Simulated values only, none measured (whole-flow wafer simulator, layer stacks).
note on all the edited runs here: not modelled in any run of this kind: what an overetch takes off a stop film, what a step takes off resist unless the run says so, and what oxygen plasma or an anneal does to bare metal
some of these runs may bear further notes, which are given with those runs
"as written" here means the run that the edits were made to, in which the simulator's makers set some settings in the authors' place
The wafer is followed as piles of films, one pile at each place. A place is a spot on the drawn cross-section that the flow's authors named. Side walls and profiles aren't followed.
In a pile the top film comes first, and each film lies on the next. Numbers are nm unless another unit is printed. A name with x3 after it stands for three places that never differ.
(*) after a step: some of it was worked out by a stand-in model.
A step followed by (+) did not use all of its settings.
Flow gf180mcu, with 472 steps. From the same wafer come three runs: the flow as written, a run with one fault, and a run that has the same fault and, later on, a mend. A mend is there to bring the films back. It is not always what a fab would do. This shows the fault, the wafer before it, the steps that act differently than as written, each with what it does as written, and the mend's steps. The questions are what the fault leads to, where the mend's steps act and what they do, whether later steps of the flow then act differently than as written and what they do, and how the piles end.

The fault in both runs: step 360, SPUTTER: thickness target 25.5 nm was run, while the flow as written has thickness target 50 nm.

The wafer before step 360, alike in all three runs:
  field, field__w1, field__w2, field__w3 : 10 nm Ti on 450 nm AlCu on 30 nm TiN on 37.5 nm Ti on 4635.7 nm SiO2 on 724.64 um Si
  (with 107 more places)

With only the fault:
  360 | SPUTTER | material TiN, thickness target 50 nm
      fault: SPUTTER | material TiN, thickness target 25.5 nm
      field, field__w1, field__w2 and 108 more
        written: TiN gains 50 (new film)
        fault: TiN gains 25.5 (new film)
  Steps further on in the flow that do not act as written (not shown: 2 more steps that differ only slightly, by at most 2% or 0.5 nm, whichever is larger):
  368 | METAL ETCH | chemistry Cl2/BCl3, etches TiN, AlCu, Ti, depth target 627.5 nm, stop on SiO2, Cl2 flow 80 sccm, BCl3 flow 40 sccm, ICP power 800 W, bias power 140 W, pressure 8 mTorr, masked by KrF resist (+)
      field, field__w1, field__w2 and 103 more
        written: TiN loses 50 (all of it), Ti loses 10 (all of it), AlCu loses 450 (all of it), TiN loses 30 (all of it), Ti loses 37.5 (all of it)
        fault: TiN loses 25.5 (all of it), Ti loses 10 (all of it), AlCu loses 450 (all of it), TiN loses 30 (all of it), Ti loses 37.5 (all of it)
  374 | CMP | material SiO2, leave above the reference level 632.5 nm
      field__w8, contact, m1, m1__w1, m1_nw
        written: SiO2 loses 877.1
        fault: SiO2 loses 852.6
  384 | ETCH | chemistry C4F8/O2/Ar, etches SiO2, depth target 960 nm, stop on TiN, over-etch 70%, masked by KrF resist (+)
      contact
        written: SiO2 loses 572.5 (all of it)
        fault: SiO2 loses 597 (all of it)
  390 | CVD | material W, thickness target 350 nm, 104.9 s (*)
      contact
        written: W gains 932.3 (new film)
        fault: W gains 957 (new film)
  The piles end different from the flow's at field__w8, contact, m1, m1__w1, m1_nw by more than 2% or 0.5 nm, whichever is larger.
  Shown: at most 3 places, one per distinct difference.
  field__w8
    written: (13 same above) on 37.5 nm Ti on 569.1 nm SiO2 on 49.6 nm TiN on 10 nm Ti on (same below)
    fault: (13 same above) on 37.5 nm Ti on 593.6 nm SiO2 on 25.1 nm TiN on 10 nm Ti on (same below)
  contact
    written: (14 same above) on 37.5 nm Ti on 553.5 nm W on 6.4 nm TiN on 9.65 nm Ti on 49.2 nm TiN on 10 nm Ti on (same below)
    fault: (14 same above) on 37.5 nm Ti on 578.2 nm W on 6.31 nm TiN on 9.52 nm Ti on 24.7 nm TiN on 10 nm Ti on (same below)

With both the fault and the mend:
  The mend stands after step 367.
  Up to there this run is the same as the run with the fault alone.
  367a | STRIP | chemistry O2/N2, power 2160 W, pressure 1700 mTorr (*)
      field__w8, contact, m1, m1__w1, m1_nw
        KrF resist loses 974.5 (all of it)
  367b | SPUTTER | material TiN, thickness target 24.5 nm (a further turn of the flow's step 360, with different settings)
      field, field__w1, field__w2 and 108 more
        TiN gains 24.5
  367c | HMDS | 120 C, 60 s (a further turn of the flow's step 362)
      alters no film at any place that is followed
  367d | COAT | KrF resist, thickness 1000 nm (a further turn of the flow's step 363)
      field, field__w1, field__w2 and 108 more
        KrF resist gains 1000 (new film)
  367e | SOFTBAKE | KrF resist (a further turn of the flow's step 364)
      alters no film at any place that is followed
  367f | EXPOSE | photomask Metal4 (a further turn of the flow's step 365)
      alters no film at any place that is followed
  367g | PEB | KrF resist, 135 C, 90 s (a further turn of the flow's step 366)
      field, field__w1, field__w2 and 108 more
        KrF resist loses 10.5
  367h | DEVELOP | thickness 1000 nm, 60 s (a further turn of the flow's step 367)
      field, field__w1, field__w2 and 103 more
        KrF resist loses 989.5 (all of it)
      field__w8, contact, m1, m1__w1, m1_nw
        KrF resist loses 14.9
  Every later step of the flow that is run acts as written at every place that is followed.
  By the end, the piles equal the flow's at every place that both follow.
